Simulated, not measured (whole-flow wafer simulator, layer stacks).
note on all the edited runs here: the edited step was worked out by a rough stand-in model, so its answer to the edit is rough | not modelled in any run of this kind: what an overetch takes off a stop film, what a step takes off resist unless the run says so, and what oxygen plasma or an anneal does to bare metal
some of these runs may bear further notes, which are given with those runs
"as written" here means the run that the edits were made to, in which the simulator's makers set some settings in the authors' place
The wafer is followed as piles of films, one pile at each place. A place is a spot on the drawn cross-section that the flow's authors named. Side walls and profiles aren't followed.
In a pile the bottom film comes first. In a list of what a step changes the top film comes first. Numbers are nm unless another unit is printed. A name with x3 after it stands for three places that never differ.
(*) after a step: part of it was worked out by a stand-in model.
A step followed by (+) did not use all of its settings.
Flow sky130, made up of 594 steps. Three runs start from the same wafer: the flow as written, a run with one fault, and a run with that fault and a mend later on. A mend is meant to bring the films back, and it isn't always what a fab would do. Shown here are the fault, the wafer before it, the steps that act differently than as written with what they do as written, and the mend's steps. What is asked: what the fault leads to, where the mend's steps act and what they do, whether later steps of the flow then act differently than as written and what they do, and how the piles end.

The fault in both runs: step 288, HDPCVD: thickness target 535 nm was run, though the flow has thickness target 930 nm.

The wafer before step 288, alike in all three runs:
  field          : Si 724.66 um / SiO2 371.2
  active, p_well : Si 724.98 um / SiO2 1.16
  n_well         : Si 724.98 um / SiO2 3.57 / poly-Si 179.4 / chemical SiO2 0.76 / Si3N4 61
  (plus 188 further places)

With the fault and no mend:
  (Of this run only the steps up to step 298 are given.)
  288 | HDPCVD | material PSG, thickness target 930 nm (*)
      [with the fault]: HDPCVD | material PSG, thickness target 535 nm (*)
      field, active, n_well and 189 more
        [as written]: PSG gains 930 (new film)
        [with the fault]: PSG gains 535 (new film)
  Steps further on in the flow that do not act as written (not shown: 1 more step that differs only slightly, by at most 2% or 0.5 nm, whichever is larger):
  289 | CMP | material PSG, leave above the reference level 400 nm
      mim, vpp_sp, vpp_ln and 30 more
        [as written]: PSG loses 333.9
        [with the fault]: nothing
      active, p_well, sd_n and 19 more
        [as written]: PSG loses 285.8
        [with the fault]: nothing
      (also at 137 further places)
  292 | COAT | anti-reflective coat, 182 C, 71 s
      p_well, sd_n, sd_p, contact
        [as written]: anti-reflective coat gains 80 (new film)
        [with the fault]: anti-reflective coat gains 126.6 (new film)
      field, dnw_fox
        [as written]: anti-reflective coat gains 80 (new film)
        [with the fault]: anti-reflective coat gains 85.4 (new film)
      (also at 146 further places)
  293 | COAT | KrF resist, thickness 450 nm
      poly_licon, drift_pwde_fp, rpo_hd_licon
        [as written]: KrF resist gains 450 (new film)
        [with the fault]: KrF resist gains 435.9 (new film)
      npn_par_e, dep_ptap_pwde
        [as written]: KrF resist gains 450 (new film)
        [with the fault]: KrF resist gains 465.4 (new film)
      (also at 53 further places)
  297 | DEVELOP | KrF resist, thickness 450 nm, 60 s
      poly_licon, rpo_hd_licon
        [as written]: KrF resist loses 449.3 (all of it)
        [with the fault]: KrF resist loses 435.3 (all of it)
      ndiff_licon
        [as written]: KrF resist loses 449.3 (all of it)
        [with the fault]: KrF resist loses 460.9 (all of it)
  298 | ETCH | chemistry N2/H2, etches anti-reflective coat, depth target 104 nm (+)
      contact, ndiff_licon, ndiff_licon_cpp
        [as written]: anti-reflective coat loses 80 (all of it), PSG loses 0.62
        [with the fault]: anti-reflective coat loses 104
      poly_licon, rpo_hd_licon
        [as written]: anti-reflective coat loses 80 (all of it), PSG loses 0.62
        [with the fault]: anti-reflective coat loses 54.3 (all of it), PSG loses 1.27
  After step 298, at field, active, n_well and 172 more, the piles differ from the flow's by more than 2% or 0.5 nm, whichever is larger.
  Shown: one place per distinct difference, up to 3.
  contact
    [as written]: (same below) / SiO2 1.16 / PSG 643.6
    [with the fault]: (same below) / SiO2 1.16 / PSG 535 / anti-reflective coat 22.6
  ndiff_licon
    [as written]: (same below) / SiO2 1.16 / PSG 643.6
    [with the fault]: (same below) / SiO2 1.16 / PSG 535 / anti-reflective coat 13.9
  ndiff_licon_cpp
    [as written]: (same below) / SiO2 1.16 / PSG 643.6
    [with the fault]: (same below) / SiO2 1.16 / PSG 535 / anti-reflective coat 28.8

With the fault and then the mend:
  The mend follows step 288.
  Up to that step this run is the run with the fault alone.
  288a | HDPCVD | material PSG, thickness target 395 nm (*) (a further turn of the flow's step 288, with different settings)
      field, active, n_well and 189 more
        PSG gains 395
  Later steps of the flow that are run all act as written at every place that is followed, up to a difference of at most 2% or 0.5 nm, whichever is larger.
  The piles end only slightly different from the flow's at the places that both follow, by no more than 2% or 0.5 nm, whichever is larger.
